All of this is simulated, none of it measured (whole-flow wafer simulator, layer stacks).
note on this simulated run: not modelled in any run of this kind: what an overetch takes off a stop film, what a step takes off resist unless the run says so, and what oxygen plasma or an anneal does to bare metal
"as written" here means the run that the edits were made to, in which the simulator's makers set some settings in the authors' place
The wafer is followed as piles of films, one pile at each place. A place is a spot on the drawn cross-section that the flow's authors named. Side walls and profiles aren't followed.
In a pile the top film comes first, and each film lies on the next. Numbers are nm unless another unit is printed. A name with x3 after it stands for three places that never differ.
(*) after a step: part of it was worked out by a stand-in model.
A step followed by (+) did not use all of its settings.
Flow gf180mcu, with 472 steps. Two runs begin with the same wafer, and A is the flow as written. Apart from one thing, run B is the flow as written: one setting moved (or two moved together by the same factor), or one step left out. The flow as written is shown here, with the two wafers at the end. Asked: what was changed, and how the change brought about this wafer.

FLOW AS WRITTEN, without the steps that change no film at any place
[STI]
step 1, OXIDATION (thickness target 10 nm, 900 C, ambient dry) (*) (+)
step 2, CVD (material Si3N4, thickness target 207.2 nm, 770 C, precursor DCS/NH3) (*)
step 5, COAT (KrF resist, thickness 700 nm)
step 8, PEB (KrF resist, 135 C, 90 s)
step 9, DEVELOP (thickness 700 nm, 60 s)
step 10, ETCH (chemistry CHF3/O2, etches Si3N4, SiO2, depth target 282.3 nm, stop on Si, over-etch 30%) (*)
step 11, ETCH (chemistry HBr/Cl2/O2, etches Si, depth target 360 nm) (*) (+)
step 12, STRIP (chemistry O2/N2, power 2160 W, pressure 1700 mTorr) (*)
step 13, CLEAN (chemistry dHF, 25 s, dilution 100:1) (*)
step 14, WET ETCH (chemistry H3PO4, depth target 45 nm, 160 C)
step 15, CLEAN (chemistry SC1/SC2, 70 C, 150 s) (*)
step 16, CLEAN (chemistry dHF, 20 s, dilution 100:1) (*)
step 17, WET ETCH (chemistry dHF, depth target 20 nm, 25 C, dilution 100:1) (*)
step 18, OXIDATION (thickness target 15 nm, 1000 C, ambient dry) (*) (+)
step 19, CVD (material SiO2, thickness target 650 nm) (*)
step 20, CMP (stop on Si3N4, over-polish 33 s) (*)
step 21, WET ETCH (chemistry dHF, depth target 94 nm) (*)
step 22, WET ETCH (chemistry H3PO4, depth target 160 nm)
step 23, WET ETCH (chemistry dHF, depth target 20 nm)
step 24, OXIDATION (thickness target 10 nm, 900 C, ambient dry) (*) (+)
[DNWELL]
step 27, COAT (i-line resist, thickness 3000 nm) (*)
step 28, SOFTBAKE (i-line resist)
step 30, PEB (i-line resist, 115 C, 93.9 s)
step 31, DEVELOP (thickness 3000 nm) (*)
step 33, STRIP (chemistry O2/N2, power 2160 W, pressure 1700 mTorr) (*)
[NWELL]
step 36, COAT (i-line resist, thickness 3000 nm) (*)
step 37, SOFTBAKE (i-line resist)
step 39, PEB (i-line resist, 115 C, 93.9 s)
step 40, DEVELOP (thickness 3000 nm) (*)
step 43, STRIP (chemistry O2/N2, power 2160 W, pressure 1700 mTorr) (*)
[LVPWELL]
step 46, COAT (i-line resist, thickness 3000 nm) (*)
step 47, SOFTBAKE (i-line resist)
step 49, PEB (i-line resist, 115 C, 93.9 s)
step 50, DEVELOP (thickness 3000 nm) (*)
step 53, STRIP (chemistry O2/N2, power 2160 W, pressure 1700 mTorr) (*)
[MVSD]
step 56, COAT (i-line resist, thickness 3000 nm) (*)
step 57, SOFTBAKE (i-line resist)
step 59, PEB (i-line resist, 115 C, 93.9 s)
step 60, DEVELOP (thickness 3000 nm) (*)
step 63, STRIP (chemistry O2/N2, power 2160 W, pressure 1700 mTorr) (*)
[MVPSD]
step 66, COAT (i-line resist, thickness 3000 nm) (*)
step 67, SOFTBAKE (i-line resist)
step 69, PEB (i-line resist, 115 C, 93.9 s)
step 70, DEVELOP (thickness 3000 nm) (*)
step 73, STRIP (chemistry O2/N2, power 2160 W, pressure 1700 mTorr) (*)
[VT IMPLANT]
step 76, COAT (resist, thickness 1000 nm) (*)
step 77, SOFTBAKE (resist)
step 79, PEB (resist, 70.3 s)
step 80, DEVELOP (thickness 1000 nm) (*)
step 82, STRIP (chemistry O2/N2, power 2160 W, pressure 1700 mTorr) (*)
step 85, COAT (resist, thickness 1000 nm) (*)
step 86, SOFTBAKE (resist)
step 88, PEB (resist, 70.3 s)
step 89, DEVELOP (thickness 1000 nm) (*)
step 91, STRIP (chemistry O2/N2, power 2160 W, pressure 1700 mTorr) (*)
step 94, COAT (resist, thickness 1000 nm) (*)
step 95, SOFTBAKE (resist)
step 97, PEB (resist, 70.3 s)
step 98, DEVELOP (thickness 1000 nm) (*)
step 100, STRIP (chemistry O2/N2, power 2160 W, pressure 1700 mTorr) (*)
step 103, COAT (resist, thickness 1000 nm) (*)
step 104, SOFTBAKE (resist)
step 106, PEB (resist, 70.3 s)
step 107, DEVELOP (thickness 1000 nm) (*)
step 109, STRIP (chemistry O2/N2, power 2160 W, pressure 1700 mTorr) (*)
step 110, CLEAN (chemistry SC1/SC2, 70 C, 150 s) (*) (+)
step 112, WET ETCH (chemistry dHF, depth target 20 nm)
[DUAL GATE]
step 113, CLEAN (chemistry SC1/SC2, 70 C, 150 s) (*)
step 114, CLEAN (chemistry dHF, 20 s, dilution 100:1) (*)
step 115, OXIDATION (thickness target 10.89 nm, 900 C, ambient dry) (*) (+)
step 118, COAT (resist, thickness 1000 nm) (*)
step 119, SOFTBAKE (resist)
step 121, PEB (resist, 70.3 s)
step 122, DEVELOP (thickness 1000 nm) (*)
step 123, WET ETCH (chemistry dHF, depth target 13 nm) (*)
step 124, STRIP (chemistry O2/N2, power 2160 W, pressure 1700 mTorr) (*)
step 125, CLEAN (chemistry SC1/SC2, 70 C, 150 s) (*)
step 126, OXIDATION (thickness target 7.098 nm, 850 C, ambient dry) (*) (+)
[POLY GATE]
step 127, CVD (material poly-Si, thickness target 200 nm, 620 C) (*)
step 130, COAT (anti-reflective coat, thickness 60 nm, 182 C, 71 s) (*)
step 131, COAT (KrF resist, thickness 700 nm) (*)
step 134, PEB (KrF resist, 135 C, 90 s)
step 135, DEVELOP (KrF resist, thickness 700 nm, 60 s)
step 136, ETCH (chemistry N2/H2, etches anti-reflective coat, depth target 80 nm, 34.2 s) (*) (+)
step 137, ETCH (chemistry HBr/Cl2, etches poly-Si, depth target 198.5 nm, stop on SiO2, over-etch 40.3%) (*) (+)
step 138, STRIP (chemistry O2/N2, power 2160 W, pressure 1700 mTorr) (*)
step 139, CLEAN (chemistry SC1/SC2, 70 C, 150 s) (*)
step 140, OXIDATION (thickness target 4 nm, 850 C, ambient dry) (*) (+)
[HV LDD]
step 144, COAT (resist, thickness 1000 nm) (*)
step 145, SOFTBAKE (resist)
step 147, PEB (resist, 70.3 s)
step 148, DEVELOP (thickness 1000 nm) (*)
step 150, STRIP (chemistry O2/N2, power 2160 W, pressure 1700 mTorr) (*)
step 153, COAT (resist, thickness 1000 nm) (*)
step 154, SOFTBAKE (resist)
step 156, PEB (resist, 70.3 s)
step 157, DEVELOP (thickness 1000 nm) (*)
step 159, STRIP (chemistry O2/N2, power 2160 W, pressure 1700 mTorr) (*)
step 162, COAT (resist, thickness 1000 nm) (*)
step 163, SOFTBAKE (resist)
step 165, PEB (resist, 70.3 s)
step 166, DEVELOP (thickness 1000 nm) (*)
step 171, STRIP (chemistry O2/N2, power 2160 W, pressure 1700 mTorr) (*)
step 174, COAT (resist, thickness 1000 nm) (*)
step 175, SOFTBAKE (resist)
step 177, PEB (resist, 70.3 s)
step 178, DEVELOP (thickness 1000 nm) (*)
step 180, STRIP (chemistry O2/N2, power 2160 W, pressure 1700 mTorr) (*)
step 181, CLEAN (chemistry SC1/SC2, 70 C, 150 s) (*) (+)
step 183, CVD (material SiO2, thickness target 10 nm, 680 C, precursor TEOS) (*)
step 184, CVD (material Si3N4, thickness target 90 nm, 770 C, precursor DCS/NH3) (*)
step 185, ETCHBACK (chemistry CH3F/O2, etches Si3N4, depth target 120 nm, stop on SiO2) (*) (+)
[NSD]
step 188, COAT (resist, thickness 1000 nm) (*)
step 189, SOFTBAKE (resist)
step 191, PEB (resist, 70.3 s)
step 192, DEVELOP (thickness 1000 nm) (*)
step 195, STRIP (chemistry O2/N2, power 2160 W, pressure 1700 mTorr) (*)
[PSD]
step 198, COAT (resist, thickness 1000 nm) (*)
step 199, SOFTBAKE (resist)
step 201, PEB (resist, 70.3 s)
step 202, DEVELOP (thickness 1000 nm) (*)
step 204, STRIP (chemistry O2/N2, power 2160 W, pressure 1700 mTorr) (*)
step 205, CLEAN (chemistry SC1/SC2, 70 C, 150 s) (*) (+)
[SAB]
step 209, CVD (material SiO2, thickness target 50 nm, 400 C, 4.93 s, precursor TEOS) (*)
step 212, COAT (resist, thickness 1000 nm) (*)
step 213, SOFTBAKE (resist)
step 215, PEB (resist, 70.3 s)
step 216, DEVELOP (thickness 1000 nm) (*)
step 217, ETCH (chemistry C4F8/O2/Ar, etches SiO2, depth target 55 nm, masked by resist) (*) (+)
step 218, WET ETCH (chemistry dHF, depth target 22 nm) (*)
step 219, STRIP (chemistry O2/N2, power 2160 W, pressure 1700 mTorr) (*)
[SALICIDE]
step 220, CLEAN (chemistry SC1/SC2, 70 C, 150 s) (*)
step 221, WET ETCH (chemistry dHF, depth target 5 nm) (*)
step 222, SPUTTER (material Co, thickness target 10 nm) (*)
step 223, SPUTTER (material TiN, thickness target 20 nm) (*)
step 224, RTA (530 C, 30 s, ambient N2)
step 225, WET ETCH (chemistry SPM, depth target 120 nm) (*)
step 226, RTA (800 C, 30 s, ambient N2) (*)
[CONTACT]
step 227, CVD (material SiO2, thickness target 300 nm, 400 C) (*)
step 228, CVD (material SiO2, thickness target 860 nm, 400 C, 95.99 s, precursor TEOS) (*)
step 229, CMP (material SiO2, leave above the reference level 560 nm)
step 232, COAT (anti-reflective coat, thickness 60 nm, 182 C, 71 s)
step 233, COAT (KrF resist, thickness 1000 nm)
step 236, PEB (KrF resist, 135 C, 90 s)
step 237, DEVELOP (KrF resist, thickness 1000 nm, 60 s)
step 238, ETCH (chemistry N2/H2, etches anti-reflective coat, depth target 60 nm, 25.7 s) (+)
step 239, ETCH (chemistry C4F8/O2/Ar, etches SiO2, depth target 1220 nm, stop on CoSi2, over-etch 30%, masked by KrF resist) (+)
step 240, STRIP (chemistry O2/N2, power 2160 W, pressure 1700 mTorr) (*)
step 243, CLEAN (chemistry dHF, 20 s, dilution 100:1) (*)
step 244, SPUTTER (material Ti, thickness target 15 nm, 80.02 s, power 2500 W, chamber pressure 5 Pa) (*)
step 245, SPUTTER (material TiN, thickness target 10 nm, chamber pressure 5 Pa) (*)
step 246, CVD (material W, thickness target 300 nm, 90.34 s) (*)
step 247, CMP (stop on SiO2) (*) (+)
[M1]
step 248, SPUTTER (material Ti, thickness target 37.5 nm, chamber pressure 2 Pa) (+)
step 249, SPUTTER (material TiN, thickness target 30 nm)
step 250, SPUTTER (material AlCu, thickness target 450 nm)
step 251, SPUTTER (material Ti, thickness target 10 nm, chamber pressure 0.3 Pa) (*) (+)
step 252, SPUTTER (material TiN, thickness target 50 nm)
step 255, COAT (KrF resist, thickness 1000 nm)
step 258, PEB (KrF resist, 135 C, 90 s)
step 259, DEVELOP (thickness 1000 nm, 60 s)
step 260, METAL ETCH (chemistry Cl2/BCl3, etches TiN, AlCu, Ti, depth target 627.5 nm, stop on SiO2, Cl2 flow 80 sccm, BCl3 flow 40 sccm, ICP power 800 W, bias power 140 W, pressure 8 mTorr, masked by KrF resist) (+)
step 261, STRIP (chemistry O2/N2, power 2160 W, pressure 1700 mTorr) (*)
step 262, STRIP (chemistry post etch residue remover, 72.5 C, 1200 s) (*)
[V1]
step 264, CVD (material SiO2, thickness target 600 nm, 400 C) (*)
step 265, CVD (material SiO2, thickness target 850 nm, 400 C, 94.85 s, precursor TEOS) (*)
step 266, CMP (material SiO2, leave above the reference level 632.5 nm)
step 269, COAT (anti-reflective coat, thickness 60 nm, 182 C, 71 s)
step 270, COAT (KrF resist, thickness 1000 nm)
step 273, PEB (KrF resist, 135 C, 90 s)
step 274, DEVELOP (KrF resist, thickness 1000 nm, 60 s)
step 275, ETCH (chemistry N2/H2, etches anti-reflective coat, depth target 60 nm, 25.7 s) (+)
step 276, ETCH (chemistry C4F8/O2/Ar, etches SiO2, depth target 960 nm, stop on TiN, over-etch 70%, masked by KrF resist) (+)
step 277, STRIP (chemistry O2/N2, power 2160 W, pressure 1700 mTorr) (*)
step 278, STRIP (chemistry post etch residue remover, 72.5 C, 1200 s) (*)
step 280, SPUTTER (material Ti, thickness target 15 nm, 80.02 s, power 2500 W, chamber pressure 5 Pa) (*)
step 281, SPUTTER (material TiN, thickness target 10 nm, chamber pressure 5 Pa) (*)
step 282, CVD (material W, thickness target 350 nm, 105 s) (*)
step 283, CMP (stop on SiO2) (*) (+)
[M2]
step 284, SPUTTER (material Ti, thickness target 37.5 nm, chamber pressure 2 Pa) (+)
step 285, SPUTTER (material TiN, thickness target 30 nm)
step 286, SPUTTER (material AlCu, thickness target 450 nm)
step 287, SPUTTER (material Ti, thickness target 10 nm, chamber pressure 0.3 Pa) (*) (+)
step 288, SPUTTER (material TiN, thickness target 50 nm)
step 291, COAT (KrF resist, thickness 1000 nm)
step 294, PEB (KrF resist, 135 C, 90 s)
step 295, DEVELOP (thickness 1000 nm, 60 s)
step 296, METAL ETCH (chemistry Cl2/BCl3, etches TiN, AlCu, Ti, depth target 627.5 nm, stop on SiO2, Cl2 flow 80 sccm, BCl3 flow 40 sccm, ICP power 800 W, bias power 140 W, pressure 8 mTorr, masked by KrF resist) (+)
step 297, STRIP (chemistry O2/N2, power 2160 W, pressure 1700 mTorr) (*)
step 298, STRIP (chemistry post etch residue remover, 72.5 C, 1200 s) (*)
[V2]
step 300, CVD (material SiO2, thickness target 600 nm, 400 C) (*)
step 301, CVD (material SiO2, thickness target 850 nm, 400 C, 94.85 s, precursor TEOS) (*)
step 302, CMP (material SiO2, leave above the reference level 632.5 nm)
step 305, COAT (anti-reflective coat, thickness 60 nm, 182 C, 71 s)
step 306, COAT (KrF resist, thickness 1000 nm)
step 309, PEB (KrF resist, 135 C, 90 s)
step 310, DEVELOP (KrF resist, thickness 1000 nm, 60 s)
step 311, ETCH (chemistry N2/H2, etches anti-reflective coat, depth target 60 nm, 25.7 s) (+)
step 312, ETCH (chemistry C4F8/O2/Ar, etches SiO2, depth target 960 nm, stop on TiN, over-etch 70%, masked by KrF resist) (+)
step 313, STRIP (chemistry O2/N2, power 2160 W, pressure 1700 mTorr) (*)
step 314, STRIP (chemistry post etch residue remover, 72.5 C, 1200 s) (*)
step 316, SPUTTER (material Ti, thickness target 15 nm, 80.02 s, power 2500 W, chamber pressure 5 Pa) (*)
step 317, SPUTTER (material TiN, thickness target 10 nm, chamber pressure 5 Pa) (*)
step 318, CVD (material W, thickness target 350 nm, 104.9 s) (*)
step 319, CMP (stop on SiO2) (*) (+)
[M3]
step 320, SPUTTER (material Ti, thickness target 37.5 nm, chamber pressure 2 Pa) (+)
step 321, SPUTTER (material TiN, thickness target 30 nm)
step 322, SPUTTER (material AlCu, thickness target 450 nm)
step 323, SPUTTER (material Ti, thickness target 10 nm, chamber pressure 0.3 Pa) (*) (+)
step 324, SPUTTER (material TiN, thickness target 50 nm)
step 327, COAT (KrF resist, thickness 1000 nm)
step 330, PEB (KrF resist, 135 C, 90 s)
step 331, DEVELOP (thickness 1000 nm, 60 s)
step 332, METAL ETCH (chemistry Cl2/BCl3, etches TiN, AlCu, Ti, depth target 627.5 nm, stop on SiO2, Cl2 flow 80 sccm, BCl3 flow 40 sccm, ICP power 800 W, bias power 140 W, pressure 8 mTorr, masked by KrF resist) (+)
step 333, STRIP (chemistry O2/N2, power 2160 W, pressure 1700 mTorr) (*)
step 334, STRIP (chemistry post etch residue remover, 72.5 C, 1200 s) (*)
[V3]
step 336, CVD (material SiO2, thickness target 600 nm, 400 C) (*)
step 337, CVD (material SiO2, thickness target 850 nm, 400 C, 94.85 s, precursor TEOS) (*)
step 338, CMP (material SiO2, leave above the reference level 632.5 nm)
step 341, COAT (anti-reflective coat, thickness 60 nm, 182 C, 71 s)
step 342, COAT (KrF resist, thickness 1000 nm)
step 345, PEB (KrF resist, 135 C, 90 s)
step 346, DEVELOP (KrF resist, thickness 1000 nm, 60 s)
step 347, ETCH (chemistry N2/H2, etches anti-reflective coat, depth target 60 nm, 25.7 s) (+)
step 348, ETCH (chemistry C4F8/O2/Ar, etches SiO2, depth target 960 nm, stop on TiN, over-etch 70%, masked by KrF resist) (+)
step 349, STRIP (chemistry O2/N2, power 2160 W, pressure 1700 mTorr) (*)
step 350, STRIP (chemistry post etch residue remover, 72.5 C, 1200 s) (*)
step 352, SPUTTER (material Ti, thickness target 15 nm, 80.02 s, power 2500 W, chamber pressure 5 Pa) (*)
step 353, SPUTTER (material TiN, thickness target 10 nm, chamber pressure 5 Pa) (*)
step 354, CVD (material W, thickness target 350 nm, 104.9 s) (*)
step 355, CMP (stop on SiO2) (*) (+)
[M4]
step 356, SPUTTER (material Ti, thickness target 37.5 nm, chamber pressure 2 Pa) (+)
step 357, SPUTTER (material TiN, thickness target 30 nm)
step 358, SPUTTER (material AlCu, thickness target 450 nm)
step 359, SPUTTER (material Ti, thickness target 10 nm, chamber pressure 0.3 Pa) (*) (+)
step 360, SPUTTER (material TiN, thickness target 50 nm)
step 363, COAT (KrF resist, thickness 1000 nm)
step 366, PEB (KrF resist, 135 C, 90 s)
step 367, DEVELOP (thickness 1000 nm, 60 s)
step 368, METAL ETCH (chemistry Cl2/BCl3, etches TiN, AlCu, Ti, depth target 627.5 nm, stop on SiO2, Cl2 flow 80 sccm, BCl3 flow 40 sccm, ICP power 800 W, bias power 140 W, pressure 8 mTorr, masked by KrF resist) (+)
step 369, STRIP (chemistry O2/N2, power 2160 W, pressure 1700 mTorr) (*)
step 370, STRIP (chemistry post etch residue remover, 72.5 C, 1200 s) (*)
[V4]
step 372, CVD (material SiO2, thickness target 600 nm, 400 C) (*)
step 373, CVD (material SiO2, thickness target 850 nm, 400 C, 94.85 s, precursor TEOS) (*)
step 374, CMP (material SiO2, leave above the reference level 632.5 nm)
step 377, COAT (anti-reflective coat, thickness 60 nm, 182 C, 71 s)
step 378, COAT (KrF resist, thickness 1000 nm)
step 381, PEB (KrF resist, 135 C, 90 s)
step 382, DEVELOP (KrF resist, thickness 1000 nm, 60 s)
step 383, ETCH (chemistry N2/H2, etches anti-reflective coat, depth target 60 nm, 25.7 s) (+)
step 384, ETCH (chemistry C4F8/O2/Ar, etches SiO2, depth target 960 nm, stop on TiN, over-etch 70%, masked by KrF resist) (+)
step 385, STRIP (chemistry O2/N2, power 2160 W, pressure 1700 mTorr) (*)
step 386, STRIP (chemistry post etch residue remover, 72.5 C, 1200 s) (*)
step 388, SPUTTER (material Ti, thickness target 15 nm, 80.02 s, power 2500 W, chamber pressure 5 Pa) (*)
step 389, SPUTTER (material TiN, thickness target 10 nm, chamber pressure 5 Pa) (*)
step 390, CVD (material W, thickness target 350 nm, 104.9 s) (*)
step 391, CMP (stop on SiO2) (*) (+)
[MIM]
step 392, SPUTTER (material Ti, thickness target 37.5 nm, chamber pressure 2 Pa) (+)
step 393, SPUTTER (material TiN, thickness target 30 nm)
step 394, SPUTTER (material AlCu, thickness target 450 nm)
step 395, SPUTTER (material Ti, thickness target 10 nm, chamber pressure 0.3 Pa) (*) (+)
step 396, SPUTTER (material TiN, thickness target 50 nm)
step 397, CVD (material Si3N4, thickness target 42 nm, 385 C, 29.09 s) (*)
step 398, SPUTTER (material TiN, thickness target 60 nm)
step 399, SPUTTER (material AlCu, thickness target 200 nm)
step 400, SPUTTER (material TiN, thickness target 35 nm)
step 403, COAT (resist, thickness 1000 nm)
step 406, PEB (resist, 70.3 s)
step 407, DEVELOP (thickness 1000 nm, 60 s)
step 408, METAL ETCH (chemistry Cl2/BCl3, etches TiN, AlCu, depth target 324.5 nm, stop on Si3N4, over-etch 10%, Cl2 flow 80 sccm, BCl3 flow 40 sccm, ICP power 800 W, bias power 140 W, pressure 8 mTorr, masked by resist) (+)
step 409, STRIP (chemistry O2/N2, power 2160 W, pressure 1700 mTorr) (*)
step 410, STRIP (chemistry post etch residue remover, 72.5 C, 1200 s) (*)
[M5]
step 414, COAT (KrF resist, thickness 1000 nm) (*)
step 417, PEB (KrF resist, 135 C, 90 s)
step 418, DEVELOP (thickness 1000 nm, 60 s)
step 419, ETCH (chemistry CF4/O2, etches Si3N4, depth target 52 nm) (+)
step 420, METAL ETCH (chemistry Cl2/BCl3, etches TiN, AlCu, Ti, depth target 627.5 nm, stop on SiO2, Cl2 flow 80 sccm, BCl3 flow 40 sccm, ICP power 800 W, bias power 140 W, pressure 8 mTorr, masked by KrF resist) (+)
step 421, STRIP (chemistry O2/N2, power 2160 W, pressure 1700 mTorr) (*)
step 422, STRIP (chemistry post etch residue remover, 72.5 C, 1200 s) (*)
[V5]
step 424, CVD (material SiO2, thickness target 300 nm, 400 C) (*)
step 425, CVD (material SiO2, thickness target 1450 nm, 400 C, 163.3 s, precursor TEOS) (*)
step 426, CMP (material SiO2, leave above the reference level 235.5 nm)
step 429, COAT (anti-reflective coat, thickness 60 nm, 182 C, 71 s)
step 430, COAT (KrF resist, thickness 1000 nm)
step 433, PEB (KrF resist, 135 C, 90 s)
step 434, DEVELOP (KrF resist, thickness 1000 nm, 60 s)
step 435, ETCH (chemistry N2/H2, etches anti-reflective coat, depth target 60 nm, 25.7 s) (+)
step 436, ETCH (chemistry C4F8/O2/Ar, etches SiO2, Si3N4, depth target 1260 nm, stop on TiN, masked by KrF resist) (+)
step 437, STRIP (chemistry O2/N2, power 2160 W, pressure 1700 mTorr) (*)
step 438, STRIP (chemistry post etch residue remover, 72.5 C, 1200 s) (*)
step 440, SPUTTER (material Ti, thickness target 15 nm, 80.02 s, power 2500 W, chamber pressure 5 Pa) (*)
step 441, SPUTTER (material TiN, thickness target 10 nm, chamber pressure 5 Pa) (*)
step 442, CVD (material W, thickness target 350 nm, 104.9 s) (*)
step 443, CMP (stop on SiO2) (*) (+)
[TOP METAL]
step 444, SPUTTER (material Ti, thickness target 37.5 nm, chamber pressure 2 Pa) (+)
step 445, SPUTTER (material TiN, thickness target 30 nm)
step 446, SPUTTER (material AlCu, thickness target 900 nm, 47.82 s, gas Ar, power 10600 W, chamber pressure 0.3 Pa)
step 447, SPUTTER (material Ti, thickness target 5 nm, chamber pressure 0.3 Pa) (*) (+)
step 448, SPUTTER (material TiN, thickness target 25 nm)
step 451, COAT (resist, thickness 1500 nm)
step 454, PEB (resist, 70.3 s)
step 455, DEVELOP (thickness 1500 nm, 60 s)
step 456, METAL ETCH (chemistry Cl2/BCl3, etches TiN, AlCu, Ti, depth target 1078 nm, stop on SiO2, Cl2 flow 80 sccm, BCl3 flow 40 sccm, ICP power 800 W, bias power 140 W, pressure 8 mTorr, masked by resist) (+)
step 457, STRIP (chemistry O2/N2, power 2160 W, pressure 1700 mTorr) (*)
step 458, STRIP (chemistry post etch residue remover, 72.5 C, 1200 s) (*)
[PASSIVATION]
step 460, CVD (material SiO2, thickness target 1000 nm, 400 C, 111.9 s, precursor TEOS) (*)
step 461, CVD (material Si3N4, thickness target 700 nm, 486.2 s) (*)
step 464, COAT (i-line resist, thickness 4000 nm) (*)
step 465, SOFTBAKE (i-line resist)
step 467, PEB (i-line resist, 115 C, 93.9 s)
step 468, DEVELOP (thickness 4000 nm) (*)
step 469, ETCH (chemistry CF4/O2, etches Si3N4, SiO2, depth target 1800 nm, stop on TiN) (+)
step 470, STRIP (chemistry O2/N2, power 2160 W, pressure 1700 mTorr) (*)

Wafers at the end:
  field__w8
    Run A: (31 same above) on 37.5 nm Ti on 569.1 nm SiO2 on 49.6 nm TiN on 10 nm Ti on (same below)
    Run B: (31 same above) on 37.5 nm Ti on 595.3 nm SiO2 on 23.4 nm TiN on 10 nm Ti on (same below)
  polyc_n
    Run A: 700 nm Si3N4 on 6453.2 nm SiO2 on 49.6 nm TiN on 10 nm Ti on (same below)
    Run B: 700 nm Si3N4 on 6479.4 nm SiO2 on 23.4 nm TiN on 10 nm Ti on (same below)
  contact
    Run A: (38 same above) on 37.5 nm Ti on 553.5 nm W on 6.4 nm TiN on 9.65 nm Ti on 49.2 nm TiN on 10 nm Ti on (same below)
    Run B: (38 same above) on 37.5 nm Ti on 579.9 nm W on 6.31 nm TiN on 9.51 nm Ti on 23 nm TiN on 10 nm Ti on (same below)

Cause: step 252, SPUTTER: thickness target 23.8 nm was run, while the flow as written has thickness target 50 nm.

How this came from the change, step by step:
  step 252, SPUTTER (material TiN, thickness target 50 nm)
      field, field__w1, field__w2 and 108 more: A TiN gains 50 (new film) | B TiN gains 23.8 (new film)
  step 260, METAL ETCH (chemistry Cl2/BCl3, etches TiN, AlCu, Ti, depth target 627.5 nm, stop on SiO2, Cl2 flow 80 sccm, BCl3 flow 40 sccm, ICP power 800 W, bias power 140 W, pressure 8 mTorr, masked by KrF resist) (+)
      field, field__w1, field__w2 and 99 more: A TiN loses 50 (all of it), Ti loses 10 (all of it), AlCu loses 450 (all of it), TiN loses 30 (all of it), Ti loses 37.5 (all of it) | B TiN loses 23.8 (all of it), Ti loses 10 (all of it), AlCu loses 450 (all of it), TiN loses 30 (all of it), Ti loses 37.5 (all of it)
  step 266, CMP (material SiO2, leave above the reference level 632.5 nm)
      field__w8, contact, m1 and 6 more: A SiO2 loses 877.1 | B SiO2 loses 850.9
  step 276, ETCH (chemistry C4F8/O2/Ar, etches SiO2, depth target 960 nm, stop on TiN, over-etch 70%, masked by KrF resist) (+)
      contact: A SiO2 loses 572.5 (all of it) | B SiO2 loses 598.7 (all of it)
  step 282, CVD (material W, thickness target 350 nm, 105 s) (*)
      contact: A W gains 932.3 (new film) | B W gains 958.7 (new film)
